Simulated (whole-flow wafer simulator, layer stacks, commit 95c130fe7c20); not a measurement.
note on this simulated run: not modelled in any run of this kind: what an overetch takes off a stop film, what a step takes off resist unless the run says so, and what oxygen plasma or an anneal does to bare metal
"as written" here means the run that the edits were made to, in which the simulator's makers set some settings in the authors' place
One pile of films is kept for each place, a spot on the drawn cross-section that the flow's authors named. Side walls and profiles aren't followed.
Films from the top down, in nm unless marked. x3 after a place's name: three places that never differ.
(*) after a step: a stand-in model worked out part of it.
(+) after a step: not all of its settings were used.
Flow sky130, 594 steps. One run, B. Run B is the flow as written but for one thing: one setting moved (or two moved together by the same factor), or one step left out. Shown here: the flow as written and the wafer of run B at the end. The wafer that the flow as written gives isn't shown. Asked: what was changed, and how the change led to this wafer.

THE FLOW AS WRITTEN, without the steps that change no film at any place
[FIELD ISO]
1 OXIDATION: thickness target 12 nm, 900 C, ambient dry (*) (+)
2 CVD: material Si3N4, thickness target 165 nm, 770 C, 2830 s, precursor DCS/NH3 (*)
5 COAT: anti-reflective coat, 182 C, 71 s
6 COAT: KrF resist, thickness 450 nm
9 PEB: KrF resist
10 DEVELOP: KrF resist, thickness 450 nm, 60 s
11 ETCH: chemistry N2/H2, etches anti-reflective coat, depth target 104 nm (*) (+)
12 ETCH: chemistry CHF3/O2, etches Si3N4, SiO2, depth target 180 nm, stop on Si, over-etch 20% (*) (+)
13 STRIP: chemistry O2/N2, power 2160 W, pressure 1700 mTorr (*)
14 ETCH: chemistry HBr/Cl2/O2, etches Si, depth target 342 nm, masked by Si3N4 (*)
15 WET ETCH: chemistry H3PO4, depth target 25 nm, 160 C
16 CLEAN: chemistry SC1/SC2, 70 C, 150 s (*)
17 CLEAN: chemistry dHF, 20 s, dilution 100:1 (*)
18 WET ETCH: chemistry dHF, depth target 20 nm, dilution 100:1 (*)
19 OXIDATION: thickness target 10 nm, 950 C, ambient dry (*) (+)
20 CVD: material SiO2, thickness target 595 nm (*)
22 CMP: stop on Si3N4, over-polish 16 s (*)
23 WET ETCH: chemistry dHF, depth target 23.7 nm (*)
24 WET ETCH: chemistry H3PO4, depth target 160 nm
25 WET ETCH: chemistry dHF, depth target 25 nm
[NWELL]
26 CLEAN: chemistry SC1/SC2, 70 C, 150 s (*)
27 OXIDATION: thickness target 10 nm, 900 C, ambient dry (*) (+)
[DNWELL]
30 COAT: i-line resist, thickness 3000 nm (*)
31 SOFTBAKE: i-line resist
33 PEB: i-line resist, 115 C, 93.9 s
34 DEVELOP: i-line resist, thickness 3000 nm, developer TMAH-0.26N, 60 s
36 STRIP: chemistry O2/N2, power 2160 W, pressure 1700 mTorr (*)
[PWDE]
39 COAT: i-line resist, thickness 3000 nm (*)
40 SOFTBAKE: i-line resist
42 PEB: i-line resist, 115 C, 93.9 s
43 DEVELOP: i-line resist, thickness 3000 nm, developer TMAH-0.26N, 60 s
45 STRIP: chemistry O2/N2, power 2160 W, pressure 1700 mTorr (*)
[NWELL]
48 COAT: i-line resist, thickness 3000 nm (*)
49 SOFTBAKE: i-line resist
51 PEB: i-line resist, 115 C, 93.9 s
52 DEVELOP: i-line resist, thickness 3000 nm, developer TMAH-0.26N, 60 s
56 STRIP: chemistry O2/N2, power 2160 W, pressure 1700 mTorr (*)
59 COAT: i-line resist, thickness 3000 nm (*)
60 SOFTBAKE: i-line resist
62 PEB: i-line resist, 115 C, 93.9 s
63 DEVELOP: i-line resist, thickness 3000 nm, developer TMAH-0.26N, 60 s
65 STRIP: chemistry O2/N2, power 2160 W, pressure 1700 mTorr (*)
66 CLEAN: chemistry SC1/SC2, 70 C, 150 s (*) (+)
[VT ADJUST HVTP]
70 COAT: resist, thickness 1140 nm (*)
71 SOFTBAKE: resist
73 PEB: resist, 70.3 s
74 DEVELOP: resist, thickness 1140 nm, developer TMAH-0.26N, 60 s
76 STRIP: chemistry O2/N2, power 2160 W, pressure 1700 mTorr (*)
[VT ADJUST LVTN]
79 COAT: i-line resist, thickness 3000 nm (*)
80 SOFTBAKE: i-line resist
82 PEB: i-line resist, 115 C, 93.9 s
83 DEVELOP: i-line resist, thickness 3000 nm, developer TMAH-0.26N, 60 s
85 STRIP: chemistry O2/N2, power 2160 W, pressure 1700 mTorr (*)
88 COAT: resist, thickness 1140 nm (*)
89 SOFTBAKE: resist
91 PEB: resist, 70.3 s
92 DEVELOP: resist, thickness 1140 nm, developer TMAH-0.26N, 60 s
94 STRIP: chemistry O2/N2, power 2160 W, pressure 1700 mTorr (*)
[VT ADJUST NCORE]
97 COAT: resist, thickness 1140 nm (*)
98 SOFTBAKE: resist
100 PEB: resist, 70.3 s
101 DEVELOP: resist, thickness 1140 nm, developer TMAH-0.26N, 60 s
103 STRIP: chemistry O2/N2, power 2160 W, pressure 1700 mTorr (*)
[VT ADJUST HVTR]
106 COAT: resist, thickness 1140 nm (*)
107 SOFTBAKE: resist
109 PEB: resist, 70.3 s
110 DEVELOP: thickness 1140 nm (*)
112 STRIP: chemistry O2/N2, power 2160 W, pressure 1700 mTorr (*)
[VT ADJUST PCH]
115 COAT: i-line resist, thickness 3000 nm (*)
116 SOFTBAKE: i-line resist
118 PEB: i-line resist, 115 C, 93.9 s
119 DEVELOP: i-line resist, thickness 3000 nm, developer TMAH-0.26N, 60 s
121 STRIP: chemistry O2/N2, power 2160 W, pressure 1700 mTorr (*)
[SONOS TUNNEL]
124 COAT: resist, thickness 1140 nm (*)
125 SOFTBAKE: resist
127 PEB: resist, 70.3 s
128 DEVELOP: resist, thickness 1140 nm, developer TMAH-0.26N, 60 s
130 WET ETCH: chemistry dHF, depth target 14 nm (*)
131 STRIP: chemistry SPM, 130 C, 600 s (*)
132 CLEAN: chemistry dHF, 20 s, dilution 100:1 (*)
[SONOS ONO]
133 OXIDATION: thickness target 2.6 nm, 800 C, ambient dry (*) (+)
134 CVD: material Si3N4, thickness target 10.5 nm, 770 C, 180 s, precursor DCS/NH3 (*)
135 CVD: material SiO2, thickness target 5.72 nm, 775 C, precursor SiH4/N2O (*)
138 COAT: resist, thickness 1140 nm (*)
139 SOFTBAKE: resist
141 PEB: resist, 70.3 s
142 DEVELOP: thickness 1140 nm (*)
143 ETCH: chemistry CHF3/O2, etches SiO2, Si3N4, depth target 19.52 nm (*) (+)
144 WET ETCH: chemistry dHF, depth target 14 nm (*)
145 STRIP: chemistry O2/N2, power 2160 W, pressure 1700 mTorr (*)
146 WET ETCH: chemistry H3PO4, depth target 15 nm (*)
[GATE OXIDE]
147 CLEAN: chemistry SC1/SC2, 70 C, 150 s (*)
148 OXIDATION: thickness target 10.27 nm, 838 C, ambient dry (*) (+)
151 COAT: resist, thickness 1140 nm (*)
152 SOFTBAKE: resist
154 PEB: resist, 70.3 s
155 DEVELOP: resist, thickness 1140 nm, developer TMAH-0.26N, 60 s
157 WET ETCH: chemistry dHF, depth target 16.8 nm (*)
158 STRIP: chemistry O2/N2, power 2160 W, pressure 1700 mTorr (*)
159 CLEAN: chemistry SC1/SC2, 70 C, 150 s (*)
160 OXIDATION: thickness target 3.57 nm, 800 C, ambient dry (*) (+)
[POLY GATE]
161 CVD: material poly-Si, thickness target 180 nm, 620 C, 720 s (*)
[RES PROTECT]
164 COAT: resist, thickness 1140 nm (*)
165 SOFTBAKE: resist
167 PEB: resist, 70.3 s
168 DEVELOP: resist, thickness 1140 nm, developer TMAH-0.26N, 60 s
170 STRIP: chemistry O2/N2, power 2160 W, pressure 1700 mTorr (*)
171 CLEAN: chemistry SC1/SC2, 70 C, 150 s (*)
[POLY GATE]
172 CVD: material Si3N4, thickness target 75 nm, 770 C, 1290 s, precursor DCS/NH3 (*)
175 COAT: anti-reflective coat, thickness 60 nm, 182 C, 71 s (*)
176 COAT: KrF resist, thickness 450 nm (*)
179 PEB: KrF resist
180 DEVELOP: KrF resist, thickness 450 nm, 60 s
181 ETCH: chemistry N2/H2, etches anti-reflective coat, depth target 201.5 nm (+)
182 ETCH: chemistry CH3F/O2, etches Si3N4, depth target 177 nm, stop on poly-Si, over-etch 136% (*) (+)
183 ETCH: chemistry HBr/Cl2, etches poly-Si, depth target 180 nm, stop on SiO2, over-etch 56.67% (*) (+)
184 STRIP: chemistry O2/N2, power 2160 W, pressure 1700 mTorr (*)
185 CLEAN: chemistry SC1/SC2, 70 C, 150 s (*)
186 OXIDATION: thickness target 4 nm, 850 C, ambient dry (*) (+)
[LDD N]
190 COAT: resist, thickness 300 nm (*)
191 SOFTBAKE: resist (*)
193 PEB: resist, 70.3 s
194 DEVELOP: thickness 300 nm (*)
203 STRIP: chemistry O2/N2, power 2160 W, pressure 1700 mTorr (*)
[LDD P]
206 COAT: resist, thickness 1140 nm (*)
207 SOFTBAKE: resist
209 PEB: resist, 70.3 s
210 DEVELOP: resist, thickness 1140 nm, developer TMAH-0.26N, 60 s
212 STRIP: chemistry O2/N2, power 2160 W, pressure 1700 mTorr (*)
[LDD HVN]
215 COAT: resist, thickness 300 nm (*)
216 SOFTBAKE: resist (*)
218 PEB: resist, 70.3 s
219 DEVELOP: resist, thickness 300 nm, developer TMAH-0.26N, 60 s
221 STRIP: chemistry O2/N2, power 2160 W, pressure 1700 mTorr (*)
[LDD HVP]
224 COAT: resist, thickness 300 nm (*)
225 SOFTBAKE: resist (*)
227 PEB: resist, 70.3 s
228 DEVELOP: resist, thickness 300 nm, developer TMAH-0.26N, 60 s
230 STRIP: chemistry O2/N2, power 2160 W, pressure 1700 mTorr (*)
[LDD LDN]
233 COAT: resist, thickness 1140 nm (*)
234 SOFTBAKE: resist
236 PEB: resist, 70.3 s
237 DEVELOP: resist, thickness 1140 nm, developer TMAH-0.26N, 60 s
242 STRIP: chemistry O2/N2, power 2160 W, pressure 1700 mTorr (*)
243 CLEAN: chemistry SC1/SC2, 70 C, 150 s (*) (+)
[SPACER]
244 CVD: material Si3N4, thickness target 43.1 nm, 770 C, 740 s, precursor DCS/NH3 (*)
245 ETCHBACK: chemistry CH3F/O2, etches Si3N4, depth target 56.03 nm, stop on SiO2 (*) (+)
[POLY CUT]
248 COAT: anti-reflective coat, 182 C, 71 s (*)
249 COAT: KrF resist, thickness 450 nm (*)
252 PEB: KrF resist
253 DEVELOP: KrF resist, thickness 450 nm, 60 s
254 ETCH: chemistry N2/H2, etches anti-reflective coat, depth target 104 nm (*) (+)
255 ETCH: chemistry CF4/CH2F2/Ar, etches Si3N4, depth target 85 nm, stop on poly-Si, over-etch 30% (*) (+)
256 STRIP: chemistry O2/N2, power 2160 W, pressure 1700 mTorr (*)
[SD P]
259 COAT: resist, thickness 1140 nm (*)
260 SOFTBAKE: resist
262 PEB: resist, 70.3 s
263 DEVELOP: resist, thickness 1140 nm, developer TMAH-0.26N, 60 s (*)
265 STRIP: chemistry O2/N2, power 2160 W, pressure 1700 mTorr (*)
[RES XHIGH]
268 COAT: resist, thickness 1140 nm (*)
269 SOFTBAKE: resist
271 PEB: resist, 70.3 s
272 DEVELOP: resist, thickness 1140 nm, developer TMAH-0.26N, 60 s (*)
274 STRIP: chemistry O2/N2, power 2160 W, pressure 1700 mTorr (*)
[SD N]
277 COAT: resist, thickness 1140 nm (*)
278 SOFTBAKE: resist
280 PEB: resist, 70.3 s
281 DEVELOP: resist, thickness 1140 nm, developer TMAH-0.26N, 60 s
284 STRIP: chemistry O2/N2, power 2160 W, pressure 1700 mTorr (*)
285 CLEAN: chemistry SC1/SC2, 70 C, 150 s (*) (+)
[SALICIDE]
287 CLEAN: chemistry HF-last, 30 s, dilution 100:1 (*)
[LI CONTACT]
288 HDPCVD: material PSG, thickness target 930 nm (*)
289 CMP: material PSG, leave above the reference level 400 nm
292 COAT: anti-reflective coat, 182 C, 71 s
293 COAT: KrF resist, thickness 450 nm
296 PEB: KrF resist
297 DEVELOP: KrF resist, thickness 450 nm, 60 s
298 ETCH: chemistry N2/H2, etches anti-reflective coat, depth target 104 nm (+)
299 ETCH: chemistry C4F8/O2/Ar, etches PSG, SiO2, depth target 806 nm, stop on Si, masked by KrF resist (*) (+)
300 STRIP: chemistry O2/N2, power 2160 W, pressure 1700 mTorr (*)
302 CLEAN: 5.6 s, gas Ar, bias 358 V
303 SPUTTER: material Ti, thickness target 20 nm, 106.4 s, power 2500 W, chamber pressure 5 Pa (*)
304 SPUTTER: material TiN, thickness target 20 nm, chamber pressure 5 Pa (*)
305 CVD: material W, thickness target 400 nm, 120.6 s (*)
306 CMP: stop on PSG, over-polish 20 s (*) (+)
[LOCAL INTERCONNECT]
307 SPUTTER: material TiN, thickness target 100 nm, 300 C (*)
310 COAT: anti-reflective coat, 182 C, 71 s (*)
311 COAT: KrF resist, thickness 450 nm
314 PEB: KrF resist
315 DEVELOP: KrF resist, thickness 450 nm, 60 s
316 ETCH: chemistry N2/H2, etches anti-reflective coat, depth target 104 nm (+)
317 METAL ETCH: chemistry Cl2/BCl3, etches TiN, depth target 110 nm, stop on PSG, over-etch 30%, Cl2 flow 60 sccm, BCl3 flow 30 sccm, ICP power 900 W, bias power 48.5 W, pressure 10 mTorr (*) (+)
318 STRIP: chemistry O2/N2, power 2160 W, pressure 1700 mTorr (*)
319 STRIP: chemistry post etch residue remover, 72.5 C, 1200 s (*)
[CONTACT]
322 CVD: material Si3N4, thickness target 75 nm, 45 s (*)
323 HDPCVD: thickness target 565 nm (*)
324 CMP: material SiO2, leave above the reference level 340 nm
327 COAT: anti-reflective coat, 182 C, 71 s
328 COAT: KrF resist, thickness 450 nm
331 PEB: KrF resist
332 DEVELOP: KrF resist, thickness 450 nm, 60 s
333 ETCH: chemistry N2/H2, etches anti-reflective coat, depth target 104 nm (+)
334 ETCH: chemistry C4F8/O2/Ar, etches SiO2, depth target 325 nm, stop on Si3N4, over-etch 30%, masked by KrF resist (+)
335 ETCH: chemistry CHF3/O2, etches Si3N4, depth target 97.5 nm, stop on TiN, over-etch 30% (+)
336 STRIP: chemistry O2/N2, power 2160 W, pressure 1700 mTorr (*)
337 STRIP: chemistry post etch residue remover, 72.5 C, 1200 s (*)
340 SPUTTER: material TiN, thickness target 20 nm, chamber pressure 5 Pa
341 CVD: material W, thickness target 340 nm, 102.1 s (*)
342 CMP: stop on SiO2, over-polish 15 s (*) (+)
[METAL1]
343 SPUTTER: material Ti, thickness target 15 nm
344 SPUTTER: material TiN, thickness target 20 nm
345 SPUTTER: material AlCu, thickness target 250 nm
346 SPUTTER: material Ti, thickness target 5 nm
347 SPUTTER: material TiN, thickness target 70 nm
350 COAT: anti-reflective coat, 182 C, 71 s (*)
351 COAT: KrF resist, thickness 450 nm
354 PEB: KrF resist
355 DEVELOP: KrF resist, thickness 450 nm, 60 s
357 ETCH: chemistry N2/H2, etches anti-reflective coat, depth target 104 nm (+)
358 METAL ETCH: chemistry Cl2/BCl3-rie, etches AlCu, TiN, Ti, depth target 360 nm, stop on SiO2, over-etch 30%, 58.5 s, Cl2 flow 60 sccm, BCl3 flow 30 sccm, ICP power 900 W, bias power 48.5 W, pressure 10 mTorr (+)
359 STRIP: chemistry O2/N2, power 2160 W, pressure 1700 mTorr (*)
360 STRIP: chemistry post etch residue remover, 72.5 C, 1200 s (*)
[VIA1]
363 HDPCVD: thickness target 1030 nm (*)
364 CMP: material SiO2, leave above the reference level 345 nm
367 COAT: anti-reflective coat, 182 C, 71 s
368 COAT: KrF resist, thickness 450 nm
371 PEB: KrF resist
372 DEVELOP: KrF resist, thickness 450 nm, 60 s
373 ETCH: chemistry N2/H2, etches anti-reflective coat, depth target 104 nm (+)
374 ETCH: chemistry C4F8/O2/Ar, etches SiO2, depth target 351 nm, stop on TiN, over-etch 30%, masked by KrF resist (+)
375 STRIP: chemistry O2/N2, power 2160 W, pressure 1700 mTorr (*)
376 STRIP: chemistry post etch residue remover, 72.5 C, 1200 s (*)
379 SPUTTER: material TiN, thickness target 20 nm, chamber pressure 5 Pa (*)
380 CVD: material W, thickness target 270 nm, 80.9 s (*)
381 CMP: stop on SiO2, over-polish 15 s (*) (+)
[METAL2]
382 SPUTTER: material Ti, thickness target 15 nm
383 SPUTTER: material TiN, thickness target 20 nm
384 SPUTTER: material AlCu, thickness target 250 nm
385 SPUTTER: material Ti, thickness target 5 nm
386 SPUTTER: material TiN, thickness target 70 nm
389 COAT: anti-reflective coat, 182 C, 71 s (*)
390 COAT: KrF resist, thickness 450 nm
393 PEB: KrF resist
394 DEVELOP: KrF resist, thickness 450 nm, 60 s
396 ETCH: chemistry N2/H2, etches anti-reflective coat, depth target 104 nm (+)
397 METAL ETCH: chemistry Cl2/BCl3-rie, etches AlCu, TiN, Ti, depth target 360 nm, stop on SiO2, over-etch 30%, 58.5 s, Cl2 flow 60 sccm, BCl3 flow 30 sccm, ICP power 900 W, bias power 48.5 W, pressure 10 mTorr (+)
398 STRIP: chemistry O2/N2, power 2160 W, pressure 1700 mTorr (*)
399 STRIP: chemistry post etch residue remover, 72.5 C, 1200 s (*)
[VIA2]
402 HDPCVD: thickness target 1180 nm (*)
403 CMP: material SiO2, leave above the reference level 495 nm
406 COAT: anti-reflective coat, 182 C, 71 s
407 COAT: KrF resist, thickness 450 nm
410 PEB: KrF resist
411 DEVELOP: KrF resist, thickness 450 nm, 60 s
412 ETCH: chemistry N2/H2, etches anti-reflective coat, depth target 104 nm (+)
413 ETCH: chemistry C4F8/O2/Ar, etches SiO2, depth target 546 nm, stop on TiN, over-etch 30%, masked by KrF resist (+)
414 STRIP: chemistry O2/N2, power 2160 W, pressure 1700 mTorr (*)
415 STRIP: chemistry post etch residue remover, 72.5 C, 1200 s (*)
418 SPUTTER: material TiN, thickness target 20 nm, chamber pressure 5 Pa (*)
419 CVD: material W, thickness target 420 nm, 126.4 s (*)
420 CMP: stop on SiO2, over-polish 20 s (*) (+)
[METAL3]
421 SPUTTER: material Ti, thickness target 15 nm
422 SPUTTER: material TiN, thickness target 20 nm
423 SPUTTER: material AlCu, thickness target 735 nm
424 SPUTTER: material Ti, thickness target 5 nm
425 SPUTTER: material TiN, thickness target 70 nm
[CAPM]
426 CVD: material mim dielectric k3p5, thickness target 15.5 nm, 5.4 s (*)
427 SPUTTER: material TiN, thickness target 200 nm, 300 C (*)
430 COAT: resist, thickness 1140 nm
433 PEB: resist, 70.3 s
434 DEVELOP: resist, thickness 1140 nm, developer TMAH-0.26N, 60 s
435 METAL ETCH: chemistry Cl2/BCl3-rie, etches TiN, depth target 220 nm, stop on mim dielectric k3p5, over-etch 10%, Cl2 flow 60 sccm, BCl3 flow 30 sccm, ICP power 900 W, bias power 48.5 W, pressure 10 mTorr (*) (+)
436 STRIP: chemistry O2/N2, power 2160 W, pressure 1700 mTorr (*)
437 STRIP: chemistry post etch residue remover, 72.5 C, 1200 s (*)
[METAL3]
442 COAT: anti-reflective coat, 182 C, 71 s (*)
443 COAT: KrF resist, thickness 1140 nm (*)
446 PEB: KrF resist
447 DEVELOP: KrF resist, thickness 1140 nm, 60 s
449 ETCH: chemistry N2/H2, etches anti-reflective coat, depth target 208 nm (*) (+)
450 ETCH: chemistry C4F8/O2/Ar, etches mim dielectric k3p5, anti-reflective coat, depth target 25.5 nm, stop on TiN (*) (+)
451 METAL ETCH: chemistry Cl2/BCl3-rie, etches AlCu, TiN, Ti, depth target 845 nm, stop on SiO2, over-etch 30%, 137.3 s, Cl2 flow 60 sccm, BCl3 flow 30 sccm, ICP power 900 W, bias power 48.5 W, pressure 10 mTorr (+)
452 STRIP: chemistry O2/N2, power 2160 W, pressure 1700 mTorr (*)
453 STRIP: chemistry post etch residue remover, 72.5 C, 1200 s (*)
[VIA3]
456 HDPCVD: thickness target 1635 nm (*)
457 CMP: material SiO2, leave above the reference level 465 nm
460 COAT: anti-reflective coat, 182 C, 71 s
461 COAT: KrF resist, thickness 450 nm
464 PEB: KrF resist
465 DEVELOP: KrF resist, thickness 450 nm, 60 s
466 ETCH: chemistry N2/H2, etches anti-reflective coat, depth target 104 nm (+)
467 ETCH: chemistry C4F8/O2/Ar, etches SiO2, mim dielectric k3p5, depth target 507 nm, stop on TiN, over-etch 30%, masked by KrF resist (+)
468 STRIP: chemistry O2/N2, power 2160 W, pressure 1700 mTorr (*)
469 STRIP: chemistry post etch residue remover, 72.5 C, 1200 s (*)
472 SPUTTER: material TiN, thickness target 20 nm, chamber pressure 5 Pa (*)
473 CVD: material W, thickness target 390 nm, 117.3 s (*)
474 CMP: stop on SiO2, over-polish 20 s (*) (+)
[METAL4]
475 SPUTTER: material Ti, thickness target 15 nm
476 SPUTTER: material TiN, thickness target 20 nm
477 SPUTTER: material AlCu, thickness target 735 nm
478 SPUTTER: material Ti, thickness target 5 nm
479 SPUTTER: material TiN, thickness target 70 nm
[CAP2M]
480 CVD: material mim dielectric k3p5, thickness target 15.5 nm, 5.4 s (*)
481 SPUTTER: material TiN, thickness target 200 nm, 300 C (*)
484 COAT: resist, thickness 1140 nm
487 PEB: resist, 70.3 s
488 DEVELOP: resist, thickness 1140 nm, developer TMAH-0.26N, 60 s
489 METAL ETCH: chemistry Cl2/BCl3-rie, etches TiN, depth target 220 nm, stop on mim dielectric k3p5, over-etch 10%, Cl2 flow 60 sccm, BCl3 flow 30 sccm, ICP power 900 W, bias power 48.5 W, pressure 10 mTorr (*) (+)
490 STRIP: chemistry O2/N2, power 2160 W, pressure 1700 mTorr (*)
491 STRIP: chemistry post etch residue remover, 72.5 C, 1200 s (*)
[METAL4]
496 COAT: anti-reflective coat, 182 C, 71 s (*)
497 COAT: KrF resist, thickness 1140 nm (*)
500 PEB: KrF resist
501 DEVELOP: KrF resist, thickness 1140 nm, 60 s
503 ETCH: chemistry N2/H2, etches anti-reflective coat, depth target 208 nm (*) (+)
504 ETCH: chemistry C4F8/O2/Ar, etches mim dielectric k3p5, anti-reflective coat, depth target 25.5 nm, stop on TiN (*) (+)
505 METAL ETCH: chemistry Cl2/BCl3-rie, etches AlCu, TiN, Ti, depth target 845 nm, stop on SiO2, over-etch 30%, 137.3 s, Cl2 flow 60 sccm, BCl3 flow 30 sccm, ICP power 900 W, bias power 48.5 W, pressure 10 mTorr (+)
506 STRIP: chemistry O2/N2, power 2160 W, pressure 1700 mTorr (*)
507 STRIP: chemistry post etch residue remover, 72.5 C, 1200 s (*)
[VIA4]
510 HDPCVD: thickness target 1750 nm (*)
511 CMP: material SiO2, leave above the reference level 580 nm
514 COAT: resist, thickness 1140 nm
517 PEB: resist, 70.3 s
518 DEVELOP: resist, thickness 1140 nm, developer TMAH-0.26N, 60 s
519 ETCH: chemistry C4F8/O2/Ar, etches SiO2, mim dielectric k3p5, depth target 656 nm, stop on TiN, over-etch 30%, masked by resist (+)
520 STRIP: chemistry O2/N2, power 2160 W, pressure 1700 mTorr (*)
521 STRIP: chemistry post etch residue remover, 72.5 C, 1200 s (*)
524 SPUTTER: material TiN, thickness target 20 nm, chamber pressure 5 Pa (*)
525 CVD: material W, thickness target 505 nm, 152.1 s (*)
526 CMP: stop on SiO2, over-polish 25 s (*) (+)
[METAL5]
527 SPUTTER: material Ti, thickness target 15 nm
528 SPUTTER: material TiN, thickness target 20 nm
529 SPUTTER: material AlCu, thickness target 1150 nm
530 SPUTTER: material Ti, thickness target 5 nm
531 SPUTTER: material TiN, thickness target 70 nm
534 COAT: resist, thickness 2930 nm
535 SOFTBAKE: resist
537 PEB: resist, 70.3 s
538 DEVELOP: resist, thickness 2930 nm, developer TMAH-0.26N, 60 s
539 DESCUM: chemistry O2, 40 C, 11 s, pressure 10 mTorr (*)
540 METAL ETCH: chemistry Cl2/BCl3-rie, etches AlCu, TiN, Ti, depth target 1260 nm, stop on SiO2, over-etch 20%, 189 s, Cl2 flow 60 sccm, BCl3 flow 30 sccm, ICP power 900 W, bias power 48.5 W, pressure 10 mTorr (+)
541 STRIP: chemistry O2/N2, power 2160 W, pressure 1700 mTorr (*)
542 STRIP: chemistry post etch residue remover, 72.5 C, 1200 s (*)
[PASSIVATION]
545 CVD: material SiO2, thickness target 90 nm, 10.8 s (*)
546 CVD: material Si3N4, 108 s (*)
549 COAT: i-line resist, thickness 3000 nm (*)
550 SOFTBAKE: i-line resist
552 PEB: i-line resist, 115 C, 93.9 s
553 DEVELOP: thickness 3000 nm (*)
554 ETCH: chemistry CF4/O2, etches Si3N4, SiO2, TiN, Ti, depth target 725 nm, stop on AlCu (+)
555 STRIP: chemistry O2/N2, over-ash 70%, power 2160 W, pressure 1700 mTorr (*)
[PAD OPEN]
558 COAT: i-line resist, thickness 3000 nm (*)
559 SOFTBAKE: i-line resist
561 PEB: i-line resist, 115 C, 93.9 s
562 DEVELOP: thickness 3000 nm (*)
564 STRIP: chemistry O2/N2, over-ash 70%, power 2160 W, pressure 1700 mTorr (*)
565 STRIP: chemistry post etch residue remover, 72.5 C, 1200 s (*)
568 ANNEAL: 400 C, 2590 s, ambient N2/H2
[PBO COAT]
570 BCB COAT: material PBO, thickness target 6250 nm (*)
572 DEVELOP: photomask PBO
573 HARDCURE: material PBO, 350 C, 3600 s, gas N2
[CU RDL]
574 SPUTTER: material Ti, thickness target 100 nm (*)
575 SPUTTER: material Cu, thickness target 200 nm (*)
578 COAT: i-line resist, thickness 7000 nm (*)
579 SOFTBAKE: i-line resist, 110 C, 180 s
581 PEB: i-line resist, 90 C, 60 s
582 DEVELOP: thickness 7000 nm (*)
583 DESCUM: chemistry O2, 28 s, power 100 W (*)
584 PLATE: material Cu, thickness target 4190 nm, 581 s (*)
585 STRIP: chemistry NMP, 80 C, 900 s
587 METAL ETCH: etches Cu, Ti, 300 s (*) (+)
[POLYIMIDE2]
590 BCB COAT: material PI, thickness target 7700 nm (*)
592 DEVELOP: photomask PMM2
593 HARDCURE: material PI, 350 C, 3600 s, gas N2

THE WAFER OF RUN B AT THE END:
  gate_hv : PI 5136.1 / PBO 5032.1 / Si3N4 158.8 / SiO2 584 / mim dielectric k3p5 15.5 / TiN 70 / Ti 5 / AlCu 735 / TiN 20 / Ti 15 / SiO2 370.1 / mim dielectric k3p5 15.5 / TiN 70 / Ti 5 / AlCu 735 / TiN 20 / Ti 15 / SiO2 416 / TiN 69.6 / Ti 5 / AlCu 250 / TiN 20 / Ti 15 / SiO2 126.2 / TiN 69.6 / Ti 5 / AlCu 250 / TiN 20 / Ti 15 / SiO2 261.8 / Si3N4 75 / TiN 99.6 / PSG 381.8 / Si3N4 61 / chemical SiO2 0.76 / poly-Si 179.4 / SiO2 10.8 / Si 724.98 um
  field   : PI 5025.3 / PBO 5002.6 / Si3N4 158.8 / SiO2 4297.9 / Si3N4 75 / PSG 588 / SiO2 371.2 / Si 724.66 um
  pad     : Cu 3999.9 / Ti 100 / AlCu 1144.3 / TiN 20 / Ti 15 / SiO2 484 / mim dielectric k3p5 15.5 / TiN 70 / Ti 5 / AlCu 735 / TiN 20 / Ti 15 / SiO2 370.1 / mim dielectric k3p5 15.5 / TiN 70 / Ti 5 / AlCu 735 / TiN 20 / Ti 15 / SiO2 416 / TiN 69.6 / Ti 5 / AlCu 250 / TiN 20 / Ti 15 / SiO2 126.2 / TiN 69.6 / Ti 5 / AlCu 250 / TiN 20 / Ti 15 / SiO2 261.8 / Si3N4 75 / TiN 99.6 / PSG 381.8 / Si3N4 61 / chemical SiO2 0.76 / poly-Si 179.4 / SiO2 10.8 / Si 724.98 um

The cause: step 364, CMP: leave above the reference level 204 nm was run, where the flow has leave above the reference level 345 nm.

How the change led to this, step by step:
  364 CMP: material SiO2, leave above the reference level 345 nm
      n_well, p_well, gate_hv and 100 more: SiO2 -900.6 (as written it would be: SiO2 -759.6)
      field, active, gate and 81 more: SiO2 -530.1 (as written it would be: SiO2 -389.1)
      (and at 4 more places)
  374 ETCH: chemistry C4F8/O2/Ar, etches SiO2, depth target 351 nm, stop on TiN, over-etch 30%, masked by KrF resist (+)
      field, active, n_well and 186 more: KrF resist -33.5 (as written it would be: KrF resist -70.1)
      m1, via1_hole: SiO2 -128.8 (all of it) (as written it would be: SiO2 -269.8 (all of it))
  375 STRIP: chemistry O2/N2, power 2160 W, pressure 1700 mTorr (*)
      field, active, n_well and 186 more: KrF resist -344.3 (all of it), anti-reflective coat -80 (all of it) (as written it would be: KrF resist -307.7 (all of it), anti-reflective coat -80 (all of it))
  379 SPUTTER: material TiN, thickness target 20 nm, chamber pressure 5 Pa (*)
      m1: TiN +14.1 (as written it would be: TiN +11)
      via1_hole: TiN +14.1 (as written it would be: TiN +10.9)
  380 CVD: material W, thickness target 270 nm, 80.9 s (*)
      m1: W +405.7 (new film) (as written it would be: W +549.9 (new film))
      via1_hole: W +405.8 (new film) (as written it would be: W +549.9 (new film))
